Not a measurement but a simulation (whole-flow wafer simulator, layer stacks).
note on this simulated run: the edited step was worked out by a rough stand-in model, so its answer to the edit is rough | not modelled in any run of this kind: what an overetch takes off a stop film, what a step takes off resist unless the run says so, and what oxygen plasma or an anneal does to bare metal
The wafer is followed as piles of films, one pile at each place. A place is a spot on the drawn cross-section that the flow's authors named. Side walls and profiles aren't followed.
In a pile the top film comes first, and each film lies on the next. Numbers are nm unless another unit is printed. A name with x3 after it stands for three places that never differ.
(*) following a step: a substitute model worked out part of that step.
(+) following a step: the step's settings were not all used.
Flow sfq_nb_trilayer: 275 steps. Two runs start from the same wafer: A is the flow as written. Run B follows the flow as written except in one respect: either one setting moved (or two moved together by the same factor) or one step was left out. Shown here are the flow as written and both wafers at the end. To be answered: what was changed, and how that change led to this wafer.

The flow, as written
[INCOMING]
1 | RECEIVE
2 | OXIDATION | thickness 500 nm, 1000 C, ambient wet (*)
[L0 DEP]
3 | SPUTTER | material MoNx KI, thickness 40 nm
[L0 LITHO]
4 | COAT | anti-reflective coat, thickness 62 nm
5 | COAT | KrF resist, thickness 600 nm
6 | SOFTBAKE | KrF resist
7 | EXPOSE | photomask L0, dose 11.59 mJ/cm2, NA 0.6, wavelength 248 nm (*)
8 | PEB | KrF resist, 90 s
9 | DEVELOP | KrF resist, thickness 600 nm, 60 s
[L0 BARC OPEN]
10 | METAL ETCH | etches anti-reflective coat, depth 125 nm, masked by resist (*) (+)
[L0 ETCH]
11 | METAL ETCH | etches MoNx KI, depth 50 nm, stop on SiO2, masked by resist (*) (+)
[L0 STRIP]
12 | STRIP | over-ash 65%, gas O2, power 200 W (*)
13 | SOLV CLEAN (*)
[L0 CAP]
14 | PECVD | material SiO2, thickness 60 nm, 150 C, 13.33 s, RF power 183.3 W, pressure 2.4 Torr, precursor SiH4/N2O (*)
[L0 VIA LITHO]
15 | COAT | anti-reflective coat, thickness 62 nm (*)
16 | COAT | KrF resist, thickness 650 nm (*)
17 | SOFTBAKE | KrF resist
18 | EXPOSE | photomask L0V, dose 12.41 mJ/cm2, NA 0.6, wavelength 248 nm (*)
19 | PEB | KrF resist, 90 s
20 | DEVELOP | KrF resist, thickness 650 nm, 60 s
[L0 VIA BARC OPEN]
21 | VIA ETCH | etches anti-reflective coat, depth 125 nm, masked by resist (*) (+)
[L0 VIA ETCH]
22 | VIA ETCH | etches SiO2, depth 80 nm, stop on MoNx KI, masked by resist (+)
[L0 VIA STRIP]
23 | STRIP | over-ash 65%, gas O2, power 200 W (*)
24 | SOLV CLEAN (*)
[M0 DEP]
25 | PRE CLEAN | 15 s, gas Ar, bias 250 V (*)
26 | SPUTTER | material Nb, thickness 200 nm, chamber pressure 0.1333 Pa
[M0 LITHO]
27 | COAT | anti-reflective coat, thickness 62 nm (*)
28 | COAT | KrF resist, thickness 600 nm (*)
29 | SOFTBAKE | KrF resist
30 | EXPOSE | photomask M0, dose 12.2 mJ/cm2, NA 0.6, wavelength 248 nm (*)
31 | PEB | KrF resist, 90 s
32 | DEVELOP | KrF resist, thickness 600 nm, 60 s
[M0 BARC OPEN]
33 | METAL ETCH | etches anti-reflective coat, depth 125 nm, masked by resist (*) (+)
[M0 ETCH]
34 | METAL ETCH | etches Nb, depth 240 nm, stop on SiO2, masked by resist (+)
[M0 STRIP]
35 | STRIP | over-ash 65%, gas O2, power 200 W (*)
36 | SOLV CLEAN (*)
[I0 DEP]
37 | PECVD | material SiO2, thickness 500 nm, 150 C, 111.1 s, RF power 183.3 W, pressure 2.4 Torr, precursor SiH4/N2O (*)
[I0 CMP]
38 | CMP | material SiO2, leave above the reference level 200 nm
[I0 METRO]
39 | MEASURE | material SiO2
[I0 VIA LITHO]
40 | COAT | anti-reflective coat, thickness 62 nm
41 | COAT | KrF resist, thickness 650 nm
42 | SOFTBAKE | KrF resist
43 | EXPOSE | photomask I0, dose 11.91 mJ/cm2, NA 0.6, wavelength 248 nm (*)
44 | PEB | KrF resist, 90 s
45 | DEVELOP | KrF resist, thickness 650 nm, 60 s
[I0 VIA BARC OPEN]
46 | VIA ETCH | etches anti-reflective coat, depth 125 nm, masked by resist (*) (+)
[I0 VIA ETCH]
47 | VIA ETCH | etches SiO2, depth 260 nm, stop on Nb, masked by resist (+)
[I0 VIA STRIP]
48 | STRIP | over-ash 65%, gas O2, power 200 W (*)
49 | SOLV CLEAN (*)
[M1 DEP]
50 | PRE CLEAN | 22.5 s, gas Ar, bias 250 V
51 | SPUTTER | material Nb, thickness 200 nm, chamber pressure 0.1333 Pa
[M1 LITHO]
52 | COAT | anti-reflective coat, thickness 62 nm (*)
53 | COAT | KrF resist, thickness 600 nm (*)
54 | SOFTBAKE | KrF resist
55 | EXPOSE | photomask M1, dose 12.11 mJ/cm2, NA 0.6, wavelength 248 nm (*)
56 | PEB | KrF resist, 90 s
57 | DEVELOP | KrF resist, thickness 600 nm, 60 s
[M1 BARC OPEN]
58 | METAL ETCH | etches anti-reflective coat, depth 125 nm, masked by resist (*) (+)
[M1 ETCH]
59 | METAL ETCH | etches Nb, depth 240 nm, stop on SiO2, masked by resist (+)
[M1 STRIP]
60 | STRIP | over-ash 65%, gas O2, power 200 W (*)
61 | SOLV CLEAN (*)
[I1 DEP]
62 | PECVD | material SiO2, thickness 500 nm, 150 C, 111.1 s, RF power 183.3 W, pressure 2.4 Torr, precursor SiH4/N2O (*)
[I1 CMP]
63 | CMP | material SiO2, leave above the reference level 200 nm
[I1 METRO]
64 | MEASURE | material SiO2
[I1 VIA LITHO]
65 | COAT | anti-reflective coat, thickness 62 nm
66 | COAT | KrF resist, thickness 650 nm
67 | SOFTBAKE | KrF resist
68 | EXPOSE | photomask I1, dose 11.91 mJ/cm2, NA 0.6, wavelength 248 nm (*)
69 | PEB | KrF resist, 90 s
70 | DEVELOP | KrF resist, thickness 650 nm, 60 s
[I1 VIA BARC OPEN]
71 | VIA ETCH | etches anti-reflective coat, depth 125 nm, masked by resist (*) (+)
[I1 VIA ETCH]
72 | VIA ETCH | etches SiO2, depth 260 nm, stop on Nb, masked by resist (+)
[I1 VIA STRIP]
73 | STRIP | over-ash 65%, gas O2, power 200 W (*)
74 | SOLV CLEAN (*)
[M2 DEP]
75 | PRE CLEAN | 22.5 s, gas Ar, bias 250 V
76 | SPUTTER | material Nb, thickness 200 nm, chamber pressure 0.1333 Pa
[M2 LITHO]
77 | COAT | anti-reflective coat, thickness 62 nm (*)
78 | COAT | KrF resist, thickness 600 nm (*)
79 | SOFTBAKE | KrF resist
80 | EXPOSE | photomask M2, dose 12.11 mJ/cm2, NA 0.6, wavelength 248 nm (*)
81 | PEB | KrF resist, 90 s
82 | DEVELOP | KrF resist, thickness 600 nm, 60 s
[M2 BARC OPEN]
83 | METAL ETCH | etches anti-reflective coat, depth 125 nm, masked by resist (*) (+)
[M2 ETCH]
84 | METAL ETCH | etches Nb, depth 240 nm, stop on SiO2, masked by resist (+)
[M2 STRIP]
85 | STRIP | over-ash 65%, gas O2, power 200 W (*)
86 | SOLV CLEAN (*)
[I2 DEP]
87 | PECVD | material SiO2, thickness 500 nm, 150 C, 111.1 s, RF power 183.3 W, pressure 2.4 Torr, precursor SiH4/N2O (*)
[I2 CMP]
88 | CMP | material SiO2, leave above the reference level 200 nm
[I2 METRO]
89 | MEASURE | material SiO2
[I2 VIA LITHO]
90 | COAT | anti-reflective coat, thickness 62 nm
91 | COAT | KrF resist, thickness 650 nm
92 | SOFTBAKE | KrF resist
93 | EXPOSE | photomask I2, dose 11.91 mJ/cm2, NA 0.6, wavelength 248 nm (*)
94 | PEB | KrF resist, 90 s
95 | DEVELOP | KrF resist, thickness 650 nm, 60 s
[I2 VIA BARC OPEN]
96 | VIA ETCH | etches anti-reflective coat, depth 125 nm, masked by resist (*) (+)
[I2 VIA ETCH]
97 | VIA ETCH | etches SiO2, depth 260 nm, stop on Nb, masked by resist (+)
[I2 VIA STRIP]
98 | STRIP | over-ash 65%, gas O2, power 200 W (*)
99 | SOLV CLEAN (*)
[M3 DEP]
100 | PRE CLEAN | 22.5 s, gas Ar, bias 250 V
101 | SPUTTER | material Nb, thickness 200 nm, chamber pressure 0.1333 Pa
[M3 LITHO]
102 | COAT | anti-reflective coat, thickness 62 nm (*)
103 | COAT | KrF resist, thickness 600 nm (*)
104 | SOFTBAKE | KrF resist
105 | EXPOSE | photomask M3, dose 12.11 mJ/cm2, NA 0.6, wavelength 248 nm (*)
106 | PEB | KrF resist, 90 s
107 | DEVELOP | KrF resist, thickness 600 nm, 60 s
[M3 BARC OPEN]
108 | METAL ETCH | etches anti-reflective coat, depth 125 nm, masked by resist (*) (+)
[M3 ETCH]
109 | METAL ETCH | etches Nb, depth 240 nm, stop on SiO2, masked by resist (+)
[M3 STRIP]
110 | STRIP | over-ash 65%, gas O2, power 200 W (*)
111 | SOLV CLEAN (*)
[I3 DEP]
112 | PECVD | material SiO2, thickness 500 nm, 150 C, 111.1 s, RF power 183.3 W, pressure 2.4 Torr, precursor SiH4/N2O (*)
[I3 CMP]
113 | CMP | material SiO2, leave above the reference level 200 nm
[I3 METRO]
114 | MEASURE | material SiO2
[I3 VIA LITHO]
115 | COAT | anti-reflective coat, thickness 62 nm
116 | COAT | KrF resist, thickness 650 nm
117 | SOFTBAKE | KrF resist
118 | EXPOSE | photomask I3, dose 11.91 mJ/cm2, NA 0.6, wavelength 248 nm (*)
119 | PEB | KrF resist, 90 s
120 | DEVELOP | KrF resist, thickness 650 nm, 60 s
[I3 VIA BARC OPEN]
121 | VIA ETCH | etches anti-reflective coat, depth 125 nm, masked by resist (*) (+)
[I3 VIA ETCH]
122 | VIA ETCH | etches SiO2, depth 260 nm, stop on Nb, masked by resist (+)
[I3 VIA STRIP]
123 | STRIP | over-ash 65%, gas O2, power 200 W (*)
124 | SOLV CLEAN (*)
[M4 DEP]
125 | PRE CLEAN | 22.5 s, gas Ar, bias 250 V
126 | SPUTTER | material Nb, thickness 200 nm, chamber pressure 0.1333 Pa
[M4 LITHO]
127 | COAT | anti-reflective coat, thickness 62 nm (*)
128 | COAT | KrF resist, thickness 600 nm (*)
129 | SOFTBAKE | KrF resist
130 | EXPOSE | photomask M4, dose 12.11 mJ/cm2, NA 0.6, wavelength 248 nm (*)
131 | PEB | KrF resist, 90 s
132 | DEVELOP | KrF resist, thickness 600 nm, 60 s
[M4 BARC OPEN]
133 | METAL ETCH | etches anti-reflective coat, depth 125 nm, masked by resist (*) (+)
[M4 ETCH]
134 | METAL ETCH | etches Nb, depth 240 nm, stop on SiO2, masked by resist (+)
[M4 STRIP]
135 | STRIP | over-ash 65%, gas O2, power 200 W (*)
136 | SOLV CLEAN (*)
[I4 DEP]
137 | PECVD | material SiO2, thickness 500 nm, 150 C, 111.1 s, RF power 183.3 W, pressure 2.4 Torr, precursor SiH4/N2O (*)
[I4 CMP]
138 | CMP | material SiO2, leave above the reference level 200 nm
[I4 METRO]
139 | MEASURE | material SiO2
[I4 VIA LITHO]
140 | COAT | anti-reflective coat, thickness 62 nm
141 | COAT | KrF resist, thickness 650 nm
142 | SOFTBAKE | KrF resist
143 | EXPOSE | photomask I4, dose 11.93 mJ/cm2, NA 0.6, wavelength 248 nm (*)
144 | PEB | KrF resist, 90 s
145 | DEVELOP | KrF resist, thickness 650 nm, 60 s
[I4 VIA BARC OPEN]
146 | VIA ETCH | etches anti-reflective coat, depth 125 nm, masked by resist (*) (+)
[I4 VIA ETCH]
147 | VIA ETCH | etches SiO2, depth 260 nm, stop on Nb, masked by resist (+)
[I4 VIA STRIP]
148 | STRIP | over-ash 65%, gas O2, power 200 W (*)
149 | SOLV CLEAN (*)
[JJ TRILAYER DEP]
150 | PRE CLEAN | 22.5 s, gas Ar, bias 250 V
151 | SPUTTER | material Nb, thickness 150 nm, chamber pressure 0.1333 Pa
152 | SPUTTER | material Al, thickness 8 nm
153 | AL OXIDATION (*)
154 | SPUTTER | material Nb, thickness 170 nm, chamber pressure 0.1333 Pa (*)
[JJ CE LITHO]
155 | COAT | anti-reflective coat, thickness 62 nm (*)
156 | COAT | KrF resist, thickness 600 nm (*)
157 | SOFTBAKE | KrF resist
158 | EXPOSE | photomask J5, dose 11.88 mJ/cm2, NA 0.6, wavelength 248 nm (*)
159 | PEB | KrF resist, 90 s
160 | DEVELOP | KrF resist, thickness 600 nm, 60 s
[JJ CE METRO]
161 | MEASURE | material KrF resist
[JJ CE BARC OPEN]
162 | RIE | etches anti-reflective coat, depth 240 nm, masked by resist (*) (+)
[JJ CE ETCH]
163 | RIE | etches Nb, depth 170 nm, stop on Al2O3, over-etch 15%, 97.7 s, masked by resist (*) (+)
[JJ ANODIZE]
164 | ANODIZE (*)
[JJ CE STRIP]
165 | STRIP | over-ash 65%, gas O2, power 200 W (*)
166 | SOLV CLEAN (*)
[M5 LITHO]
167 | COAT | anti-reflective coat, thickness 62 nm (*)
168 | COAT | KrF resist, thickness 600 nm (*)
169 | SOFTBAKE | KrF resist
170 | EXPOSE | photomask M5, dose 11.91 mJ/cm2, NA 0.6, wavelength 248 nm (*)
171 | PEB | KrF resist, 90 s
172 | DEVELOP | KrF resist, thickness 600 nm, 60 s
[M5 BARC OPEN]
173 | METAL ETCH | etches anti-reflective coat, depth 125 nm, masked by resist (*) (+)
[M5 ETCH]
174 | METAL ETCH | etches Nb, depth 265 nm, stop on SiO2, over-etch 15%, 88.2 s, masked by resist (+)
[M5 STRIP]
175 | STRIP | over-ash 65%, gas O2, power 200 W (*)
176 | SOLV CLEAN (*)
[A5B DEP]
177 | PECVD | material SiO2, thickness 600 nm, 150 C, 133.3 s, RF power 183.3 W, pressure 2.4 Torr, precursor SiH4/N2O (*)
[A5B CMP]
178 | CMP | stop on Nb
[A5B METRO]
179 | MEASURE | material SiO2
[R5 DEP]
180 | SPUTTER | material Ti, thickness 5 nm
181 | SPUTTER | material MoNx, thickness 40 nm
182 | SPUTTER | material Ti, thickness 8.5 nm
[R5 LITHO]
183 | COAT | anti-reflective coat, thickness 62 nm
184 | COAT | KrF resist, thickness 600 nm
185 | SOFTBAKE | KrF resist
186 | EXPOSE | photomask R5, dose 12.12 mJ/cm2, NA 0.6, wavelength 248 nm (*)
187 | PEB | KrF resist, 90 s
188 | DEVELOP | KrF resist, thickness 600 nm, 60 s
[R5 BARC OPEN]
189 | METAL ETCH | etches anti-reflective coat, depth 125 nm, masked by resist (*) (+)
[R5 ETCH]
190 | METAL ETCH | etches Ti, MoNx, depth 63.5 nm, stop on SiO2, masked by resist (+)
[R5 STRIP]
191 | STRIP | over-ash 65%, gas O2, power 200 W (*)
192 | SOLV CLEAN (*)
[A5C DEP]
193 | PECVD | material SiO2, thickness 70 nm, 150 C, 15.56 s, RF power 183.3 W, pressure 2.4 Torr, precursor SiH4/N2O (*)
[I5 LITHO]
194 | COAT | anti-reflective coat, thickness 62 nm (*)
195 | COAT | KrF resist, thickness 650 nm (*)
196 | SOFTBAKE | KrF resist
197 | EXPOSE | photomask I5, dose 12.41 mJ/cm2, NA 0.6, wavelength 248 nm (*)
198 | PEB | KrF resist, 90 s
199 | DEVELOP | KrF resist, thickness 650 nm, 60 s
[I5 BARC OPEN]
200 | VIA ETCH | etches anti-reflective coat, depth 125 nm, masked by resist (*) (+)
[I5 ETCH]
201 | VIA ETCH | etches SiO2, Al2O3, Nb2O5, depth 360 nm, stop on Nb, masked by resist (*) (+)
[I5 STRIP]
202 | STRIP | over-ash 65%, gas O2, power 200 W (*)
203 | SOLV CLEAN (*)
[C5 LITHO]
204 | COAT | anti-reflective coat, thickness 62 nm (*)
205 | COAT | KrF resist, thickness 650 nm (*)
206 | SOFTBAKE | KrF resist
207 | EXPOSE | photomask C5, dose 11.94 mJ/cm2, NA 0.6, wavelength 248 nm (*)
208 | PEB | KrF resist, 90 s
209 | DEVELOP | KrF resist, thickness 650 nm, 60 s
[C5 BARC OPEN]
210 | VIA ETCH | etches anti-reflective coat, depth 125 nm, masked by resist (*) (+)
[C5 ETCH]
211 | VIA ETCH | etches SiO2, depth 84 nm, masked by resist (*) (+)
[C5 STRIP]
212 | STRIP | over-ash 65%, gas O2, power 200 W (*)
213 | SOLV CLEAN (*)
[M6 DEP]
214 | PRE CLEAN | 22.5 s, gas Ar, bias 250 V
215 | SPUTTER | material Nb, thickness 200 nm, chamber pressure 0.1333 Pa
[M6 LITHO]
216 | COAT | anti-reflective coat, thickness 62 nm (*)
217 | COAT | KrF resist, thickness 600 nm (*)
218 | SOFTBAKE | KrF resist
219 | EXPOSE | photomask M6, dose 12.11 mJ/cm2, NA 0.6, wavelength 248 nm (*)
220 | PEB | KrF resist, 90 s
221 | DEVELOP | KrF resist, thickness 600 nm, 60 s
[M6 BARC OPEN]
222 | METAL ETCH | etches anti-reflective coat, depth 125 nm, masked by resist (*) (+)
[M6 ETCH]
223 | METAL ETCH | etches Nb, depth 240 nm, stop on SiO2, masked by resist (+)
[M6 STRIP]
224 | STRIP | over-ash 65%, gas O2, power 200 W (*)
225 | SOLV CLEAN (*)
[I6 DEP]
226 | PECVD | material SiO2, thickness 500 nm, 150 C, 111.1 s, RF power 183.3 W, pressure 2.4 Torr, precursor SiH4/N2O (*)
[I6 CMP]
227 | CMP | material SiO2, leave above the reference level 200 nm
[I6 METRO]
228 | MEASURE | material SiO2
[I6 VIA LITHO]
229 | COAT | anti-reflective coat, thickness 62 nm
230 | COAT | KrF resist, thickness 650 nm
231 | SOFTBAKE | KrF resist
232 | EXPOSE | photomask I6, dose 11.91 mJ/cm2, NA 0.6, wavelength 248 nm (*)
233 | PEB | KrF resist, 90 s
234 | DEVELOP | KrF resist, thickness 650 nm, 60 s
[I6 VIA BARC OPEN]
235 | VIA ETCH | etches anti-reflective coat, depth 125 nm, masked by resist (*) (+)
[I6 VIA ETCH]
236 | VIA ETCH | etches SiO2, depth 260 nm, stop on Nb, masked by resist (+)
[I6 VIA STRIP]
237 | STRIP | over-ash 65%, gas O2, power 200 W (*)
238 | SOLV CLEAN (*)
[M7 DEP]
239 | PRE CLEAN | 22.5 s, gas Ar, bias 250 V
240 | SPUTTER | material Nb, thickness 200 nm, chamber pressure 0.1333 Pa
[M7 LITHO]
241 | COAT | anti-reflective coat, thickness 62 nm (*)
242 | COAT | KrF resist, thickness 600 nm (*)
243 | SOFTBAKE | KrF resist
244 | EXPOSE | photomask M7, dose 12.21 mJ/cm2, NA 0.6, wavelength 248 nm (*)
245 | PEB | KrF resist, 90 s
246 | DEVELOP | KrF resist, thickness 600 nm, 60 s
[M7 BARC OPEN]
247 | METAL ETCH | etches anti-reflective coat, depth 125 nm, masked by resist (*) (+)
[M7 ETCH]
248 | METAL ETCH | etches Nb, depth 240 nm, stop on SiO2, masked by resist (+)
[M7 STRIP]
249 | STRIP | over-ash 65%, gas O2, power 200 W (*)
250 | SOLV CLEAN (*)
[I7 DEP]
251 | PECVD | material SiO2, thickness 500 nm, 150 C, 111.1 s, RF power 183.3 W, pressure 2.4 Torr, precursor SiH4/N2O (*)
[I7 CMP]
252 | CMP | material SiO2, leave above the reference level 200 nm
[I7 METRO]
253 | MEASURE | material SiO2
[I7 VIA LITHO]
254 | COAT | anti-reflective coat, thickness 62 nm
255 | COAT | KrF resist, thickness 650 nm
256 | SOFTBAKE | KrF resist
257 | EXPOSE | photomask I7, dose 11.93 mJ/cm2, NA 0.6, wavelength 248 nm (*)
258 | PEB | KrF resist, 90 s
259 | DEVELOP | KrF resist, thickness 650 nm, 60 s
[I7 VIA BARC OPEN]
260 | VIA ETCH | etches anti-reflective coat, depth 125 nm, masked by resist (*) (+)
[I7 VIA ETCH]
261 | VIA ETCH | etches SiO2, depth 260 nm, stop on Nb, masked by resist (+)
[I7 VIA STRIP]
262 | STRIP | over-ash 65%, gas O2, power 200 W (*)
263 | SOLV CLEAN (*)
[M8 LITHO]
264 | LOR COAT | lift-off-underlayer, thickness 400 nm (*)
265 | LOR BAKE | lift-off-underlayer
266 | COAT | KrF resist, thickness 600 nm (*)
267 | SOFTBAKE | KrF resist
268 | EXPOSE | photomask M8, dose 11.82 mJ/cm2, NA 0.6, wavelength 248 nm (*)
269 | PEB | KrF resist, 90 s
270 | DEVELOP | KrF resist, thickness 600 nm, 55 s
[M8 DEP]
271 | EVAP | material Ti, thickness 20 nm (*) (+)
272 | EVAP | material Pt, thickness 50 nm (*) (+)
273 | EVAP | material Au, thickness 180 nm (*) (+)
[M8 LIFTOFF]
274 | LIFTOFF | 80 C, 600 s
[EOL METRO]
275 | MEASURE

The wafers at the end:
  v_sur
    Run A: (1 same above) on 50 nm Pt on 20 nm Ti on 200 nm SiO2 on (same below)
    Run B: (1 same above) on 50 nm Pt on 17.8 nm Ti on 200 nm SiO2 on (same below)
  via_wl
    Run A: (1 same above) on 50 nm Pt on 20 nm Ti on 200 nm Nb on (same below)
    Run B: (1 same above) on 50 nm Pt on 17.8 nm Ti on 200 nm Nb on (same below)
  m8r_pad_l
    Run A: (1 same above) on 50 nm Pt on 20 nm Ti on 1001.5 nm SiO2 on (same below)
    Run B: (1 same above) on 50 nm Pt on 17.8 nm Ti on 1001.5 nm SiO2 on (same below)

What caused this: step 271, EVAP: thickness 17.8 nm was run, while the flow as written has thickness 20 nm.
The wafer lets one read it off: v_sur has Ti 17.8, and step 271 as written asks for 20 nm.

How this came from the change, step by step:
  271 | EVAP | material Ti, thickness 20 nm (*) (+)
      field_l, v_sur, via_wl and 103 more: A +20 Ti (new film) | B +17.8 Ti (new film)
  274 | LIFTOFF | 80 C, 600 s
      p4_fl, p4_fm, p4_w1 and 71 more: A -180 Au (all of it), -50 Pt (all of it), -20 Ti (all of it), -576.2 KrF resist (all of it), -400 lift-off-underlayer (all of it) | B -180 Au (all of it), -50 Pt (all of it), -17.8 Ti (all of it), -576.2 KrF resist (all of it), -400 lift-off-underlayer (all of it)
      c5j, ce_r: A -180 Au (all of it), -50 Pt (all of it), -20 Ti (all of it), -573.3 KrF resist (all of it), -399.3 lift-off-underlayer (all of it) | B -180 Au (all of it), -50 Pt (all of it), -17.8 Ti (all of it), -573.3 KrF resist (all of it), -399.3 lift-off-underlayer (all of it)
      (also at 19 further places)
